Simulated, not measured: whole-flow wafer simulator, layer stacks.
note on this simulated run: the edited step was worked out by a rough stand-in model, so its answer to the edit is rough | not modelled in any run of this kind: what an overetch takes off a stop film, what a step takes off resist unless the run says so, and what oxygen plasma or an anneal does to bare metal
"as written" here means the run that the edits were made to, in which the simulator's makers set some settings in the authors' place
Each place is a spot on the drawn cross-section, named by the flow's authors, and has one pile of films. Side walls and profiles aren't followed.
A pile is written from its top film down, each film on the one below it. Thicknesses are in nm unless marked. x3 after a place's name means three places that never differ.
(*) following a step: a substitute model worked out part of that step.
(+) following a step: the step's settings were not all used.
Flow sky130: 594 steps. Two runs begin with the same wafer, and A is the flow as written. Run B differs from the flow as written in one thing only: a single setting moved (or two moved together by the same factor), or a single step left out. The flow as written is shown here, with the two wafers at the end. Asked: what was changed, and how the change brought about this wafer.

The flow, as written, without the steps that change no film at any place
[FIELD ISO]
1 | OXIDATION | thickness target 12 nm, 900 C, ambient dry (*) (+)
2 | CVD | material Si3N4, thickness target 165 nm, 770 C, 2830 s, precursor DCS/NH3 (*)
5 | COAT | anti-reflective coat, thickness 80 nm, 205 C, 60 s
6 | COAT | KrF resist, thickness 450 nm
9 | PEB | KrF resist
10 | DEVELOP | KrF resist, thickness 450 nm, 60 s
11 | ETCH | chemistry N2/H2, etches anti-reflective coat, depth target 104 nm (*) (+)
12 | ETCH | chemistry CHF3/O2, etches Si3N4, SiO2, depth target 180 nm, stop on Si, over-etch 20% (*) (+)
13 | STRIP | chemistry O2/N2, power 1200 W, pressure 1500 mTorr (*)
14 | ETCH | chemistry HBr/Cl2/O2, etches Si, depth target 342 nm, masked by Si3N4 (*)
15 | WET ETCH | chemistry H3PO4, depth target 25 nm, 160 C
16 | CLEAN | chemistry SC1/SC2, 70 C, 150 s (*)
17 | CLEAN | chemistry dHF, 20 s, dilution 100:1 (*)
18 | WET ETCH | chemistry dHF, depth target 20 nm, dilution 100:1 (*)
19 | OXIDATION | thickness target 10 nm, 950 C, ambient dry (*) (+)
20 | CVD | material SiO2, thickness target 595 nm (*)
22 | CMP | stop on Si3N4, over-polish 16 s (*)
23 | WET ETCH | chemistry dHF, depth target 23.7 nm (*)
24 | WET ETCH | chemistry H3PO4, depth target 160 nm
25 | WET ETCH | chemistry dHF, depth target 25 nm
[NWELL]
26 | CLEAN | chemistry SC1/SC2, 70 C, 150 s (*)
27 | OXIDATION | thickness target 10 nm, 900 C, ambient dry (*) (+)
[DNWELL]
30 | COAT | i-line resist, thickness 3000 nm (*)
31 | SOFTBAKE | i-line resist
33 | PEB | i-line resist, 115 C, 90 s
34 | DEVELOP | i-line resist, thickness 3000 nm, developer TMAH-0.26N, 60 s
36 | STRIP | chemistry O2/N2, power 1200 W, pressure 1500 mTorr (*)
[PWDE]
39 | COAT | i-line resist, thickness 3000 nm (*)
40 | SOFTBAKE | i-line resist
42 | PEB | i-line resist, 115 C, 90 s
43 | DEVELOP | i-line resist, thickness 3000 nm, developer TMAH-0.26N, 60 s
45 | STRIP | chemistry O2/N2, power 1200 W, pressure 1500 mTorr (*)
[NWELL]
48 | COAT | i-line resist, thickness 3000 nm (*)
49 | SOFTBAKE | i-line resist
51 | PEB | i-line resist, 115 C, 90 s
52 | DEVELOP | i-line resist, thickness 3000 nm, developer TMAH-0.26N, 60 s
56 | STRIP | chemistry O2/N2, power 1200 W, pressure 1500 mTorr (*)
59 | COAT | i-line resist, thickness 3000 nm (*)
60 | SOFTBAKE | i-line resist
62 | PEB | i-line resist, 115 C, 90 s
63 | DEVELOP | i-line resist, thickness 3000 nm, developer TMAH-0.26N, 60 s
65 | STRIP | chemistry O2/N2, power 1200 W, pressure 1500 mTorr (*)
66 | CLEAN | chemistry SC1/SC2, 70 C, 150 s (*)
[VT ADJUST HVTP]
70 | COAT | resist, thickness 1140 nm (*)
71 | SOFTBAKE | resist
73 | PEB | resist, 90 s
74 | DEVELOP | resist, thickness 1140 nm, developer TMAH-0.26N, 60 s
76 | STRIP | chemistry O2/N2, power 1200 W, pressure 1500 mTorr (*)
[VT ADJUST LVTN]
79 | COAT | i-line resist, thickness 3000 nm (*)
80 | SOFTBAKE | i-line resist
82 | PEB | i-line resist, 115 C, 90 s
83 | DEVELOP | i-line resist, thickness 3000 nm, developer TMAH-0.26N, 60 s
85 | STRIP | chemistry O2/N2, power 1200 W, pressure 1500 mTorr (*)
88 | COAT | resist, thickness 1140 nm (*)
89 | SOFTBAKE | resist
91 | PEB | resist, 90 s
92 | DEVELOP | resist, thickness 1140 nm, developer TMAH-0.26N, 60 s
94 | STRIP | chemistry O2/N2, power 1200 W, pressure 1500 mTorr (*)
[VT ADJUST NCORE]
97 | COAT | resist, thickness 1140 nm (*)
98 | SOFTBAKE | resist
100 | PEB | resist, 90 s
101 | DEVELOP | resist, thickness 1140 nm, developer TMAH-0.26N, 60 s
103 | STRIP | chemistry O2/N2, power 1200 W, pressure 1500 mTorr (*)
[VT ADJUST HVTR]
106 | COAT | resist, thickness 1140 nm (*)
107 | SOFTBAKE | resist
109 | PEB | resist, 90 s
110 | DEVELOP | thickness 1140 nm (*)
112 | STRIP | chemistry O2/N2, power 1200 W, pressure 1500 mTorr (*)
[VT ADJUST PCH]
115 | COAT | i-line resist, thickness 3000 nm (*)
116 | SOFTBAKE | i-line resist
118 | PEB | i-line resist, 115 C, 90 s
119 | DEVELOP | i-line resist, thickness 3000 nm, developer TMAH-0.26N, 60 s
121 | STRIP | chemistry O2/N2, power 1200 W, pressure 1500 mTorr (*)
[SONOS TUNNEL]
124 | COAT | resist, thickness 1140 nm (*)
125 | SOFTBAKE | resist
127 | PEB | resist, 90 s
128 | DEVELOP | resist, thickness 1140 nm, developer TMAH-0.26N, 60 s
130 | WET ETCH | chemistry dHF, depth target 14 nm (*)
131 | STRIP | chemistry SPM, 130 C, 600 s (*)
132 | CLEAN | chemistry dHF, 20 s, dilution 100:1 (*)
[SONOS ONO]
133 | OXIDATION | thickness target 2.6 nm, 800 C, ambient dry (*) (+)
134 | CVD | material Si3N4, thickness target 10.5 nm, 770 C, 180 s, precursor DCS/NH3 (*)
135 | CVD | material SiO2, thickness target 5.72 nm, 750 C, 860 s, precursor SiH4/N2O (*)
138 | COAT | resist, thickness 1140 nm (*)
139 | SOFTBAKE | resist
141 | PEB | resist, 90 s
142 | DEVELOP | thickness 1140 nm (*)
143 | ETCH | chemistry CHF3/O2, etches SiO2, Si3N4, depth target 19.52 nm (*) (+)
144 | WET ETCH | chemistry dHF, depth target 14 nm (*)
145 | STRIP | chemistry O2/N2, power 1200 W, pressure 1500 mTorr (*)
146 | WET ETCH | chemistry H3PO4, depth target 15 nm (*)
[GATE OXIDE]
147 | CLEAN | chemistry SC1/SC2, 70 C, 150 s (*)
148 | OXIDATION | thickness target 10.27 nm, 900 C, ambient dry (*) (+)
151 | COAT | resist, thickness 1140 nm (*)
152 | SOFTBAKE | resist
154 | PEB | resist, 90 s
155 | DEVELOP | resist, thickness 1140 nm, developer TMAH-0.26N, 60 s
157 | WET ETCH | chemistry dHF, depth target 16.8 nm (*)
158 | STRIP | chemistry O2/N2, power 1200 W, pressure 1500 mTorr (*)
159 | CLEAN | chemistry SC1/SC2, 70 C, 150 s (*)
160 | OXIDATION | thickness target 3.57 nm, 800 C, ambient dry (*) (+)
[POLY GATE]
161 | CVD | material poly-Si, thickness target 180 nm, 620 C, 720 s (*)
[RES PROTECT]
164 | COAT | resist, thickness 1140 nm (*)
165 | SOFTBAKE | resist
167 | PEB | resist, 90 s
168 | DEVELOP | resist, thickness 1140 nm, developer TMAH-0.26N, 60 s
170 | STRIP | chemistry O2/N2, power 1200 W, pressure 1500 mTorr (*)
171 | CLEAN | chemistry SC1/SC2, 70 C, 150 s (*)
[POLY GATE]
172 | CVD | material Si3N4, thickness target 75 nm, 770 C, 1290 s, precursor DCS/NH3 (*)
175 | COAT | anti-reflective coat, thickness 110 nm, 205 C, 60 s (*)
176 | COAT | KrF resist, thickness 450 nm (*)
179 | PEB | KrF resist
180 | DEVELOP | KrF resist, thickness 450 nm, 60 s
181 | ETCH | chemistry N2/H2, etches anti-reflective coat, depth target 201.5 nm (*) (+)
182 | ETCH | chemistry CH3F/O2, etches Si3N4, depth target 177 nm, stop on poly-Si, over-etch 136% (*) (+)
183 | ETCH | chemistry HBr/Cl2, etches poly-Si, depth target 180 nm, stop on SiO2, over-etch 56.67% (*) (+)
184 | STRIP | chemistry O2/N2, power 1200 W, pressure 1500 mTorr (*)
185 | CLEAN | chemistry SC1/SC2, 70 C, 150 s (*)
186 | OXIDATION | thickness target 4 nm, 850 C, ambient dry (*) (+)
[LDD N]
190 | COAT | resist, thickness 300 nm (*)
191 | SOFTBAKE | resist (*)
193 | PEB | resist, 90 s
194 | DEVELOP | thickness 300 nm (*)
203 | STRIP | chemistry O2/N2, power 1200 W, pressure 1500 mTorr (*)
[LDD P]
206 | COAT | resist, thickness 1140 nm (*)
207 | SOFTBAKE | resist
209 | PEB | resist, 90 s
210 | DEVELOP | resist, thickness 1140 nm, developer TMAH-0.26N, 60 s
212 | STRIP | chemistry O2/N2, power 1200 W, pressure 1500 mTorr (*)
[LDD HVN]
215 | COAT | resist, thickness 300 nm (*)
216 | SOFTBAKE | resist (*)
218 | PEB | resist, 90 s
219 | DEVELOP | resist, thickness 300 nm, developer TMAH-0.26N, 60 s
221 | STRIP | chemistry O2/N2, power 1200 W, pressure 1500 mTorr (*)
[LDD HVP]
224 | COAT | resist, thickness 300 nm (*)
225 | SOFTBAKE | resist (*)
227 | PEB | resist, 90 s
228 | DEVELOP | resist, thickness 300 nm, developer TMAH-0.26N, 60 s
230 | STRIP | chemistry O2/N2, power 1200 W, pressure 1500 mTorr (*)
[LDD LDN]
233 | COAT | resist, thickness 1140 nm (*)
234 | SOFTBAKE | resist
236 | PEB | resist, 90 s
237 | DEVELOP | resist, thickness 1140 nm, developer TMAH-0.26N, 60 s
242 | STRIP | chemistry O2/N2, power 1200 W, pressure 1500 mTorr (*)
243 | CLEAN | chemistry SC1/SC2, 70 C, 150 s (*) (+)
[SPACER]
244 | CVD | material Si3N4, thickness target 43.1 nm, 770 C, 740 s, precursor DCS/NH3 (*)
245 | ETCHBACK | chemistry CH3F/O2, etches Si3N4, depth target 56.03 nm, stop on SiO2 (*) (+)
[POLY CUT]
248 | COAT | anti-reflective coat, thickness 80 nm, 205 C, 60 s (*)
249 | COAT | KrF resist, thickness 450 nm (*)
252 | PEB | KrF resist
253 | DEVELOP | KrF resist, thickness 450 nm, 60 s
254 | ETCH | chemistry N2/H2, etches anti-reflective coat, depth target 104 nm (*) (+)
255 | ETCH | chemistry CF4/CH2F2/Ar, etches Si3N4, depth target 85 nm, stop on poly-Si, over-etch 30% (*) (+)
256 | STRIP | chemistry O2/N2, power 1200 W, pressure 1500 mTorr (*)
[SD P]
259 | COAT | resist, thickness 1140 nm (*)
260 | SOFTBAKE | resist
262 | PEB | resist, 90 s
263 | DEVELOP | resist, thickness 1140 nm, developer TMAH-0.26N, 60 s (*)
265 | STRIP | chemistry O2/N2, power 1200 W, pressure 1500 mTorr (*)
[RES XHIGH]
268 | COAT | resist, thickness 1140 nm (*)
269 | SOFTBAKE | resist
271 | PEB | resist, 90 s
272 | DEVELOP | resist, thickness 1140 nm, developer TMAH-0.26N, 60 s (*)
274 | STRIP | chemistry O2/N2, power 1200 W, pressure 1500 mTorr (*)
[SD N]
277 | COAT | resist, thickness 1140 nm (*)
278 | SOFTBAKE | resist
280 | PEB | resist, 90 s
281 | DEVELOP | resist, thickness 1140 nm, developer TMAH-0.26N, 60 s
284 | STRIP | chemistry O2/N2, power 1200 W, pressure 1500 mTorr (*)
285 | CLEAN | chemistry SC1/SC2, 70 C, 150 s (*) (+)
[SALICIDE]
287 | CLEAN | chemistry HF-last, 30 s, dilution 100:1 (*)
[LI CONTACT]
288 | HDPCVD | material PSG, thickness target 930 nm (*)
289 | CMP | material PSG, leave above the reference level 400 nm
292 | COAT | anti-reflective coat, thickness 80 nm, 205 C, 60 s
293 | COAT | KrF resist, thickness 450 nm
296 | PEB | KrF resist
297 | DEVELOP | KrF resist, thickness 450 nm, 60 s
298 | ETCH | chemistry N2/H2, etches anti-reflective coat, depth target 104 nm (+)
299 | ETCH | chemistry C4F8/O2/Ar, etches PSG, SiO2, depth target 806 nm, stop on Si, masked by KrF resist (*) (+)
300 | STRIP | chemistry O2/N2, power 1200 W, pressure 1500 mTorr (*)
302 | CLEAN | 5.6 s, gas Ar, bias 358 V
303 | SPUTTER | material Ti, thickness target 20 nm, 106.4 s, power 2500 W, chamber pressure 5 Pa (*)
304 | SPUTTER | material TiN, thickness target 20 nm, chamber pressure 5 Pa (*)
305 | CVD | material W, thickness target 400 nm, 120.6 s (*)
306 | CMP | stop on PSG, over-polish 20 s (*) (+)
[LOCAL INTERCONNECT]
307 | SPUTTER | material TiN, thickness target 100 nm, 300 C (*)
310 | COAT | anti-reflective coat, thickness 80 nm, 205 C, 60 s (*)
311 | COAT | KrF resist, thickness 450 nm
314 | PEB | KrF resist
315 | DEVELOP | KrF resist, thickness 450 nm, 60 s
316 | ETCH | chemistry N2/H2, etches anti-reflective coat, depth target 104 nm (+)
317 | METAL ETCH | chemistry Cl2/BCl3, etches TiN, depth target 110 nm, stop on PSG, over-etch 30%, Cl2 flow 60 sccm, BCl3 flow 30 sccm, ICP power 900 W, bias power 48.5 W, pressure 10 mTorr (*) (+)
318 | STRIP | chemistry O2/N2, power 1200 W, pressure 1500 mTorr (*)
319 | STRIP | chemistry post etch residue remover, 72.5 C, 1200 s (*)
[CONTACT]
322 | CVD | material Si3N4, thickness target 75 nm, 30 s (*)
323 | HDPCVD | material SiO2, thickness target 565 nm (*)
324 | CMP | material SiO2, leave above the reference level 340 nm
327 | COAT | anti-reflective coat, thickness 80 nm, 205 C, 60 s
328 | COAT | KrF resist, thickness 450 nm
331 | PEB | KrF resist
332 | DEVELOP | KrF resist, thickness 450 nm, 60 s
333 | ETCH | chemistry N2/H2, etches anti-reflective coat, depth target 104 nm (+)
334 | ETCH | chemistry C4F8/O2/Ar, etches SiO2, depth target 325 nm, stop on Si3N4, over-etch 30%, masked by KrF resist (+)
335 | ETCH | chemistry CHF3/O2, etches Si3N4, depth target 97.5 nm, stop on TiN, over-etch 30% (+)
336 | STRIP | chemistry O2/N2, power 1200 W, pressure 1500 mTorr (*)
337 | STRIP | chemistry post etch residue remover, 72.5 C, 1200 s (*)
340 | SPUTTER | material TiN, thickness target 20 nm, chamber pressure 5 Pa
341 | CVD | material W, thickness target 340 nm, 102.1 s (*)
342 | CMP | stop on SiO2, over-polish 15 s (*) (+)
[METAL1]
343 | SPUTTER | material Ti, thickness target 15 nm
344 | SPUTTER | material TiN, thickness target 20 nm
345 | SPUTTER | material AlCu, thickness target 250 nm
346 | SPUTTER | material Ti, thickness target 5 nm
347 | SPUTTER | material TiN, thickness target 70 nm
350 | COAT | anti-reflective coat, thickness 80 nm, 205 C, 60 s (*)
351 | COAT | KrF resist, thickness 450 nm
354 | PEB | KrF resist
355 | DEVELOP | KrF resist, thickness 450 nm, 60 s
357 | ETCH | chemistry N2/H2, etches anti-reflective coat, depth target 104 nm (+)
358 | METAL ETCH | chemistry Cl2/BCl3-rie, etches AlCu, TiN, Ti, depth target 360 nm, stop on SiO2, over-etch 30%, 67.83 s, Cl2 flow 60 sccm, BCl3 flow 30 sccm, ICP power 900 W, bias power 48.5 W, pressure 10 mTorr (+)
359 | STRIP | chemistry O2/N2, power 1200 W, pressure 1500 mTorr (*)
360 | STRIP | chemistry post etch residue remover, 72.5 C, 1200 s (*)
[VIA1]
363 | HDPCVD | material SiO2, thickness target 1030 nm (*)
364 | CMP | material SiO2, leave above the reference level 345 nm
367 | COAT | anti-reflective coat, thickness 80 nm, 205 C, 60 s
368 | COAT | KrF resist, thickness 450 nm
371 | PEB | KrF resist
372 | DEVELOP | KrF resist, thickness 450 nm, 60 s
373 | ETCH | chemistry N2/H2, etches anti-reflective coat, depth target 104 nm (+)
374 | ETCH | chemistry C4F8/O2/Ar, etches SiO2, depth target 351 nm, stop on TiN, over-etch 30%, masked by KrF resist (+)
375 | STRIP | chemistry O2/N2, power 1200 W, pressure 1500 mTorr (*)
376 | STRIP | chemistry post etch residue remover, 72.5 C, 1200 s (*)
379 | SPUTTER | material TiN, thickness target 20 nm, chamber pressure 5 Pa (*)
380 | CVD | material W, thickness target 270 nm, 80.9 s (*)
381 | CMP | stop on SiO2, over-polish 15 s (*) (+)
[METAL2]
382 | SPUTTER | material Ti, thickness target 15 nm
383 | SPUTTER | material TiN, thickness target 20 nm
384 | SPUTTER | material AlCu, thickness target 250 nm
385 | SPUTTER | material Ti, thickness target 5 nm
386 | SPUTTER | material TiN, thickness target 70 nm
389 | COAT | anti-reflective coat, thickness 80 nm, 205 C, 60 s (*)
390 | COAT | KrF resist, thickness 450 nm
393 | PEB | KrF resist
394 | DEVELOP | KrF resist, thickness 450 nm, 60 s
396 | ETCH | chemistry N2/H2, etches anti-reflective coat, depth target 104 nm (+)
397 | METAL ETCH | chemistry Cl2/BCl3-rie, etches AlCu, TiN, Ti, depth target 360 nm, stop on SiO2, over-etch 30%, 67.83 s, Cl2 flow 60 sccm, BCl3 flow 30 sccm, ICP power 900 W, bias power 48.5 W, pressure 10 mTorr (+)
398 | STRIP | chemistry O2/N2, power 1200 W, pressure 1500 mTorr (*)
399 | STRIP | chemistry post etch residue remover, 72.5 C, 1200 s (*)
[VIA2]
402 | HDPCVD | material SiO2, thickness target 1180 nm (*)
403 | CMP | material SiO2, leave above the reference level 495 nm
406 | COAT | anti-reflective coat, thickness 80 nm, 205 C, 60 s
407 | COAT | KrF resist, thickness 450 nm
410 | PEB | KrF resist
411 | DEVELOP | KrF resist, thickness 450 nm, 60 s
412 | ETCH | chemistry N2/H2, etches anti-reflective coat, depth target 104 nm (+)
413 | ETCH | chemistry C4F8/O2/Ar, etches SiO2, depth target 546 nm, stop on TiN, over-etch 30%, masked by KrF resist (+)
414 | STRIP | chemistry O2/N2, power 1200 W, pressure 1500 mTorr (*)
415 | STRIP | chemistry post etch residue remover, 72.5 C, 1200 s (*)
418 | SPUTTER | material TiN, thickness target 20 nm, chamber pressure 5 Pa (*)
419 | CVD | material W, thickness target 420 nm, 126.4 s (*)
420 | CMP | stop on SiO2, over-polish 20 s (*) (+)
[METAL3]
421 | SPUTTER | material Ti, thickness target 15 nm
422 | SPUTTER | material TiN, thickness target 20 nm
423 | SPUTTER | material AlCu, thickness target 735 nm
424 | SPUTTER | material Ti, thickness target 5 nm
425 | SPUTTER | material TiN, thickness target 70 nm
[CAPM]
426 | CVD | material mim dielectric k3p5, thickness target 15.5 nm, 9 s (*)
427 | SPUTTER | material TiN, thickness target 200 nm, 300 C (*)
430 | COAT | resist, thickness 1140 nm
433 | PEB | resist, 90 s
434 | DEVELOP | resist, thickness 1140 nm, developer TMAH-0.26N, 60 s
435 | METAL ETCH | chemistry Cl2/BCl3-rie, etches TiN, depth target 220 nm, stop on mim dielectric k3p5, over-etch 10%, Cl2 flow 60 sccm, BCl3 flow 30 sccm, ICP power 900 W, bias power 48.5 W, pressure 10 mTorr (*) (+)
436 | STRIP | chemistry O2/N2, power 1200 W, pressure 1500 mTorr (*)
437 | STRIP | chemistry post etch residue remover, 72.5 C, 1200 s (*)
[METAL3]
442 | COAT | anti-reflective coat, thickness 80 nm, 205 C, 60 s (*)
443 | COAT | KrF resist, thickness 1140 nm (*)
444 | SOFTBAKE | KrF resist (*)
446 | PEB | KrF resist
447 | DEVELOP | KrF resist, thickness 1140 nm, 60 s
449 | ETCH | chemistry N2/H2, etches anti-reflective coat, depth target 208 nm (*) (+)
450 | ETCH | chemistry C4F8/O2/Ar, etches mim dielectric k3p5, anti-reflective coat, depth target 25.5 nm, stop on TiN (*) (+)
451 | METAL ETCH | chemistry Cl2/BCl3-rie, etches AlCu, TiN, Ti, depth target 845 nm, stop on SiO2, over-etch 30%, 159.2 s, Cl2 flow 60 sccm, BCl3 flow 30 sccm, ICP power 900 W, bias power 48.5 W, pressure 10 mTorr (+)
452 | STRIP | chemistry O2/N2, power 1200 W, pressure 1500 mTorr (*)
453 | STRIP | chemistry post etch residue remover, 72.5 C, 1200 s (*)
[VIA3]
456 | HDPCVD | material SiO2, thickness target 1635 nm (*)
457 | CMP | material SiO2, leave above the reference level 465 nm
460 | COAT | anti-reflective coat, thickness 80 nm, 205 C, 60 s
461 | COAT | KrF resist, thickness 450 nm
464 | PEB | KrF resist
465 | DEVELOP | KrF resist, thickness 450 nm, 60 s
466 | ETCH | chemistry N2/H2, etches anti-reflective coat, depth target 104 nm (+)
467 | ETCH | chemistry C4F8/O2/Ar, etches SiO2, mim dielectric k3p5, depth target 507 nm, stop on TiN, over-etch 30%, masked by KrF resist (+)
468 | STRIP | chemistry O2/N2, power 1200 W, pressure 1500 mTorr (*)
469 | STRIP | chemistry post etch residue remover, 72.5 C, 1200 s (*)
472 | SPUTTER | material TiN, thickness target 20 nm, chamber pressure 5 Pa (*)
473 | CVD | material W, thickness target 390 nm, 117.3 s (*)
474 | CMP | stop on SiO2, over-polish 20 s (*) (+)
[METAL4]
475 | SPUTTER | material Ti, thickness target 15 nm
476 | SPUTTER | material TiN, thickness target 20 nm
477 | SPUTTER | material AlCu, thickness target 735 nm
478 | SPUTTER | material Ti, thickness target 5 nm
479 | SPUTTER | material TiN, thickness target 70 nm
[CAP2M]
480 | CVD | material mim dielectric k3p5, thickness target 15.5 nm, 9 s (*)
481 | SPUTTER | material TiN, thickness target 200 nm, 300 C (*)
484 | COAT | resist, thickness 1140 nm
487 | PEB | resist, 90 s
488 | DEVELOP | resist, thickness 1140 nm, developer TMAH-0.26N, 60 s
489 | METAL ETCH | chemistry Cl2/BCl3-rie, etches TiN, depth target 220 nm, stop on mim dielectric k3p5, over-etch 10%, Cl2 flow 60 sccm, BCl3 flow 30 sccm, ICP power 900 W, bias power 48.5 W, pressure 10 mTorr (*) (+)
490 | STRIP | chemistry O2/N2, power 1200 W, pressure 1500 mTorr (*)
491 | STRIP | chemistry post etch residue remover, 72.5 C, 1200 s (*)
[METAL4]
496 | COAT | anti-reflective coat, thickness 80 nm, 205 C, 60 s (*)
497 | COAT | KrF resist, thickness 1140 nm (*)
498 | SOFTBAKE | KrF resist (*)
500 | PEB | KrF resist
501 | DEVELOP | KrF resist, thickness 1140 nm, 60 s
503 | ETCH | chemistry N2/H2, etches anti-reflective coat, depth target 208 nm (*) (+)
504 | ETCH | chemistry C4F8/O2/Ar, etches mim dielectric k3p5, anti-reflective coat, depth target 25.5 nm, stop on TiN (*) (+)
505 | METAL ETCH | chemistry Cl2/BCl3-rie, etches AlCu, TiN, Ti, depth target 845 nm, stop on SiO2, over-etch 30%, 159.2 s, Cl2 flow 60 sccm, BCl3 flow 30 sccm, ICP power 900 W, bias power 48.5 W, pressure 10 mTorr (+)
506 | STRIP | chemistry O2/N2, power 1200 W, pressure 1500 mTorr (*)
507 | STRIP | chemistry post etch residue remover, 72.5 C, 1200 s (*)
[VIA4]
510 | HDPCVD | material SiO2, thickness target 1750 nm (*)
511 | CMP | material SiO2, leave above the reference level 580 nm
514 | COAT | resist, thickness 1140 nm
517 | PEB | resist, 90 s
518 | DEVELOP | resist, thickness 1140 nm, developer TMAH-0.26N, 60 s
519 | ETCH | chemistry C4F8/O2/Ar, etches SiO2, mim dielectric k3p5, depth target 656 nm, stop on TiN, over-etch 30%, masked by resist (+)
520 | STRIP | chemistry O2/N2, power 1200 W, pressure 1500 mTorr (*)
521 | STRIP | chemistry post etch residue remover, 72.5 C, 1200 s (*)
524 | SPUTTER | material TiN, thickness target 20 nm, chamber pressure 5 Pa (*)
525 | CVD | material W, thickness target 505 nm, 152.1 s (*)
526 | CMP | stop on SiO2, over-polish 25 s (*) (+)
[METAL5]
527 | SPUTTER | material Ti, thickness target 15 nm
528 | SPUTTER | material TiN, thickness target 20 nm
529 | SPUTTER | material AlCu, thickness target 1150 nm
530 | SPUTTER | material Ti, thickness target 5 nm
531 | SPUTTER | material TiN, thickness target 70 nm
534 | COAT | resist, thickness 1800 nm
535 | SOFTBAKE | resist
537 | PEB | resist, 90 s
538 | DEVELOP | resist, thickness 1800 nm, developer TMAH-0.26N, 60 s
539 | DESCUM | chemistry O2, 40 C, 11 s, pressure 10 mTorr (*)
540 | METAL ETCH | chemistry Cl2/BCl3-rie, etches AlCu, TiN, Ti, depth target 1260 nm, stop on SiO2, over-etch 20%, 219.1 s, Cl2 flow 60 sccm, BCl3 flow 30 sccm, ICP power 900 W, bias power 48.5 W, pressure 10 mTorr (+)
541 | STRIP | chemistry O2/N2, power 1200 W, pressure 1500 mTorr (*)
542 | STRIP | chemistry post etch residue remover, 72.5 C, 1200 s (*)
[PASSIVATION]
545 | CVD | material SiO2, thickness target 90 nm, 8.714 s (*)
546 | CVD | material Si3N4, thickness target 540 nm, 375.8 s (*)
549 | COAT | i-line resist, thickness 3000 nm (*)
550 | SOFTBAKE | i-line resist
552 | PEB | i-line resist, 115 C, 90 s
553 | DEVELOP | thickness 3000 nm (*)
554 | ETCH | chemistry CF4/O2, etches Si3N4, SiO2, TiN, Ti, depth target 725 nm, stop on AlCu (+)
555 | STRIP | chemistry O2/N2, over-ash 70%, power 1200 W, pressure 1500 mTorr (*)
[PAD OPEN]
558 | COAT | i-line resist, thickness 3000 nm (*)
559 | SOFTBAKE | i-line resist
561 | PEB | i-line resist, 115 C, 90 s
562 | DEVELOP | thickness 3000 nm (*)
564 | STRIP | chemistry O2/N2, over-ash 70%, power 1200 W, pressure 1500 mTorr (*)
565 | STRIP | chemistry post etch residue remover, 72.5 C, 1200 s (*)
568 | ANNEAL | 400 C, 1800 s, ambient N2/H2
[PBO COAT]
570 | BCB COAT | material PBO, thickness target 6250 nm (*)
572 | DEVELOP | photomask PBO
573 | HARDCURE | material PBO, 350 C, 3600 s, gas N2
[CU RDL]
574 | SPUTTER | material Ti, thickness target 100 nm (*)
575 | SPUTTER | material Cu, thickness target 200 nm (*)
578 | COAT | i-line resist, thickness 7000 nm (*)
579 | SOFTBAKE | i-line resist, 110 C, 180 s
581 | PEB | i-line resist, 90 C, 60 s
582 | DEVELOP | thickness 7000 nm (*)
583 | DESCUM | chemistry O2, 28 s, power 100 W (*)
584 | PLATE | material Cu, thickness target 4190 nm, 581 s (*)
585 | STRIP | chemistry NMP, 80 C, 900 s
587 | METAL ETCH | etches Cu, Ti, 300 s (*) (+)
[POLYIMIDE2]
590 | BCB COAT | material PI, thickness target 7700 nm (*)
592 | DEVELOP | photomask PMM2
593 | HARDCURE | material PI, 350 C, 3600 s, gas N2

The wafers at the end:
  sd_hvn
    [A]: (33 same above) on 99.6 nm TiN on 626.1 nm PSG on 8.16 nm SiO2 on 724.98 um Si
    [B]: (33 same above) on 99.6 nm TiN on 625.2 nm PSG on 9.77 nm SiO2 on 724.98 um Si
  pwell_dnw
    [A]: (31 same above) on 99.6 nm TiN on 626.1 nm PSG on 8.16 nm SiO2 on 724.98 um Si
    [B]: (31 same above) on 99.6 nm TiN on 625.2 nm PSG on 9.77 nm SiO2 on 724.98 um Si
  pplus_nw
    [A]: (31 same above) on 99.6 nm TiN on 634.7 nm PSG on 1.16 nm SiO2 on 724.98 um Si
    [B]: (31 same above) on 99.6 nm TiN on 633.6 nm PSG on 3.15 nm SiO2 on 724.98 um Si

Cause: step 186, OXIDATION: thickness target 6 nm was run, whereas the flow has thickness target 4 nm.

Step by step, how the change led to this:
  186 | OXIDATION | thickness target 4 nm, 850 C, ambient dry (*) (+)
      active, p_well, spacer and 26 more: A SiO2 gains 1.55, Si loses 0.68 | B SiO2 gains 3.55, Si loses 1.56
      pwell_dnw, sd_hvn, dext_ntap_nw and 17 more: A SiO2 gains 1.12, Si loses 0.49 | B SiO2 gains 2.73, Si loses 1.2
      (and at 1 other place as well)
  248 | COAT | anti-reflective coat, thickness 80 nm, 205 C, 60 s (*)
      iso_pw_fox: A anti-reflective coat gains 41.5 (new film) | B anti-reflective coat gains 42.4 (new film)
  256 | STRIP | chemistry O2/N2, power 1200 W, pressure 1500 mTorr (*)
      iso_pw_fox: A KrF resist loses 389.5 (all of it), anti-reflective coat loses 41.5 (all of it) | B KrF resist loses 389.1 (all of it), anti-reflective coat loses 42.4 (all of it)
  299 | ETCH | chemistry C4F8/O2/Ar, etches PSG, SiO2, depth target 806 nm, stop on Si, masked by KrF resist (*) (+)
      contact, ndiff_licon, ndiff_licon_cpp: A PSG loses 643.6 (all of it), SiO2 loses 1.16 (all of it) | B PSG loses 642.4 (all of it), SiO2 loses 3.15 (all of it)
  303 | SPUTTER | material Ti, thickness target 20 nm, 106.4 s, power 2500 W, chamber pressure 5 Pa (*)
      ndiff_licon_cpp: A Ti gains 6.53 (new film) | B Ti gains 7.22 (new film)
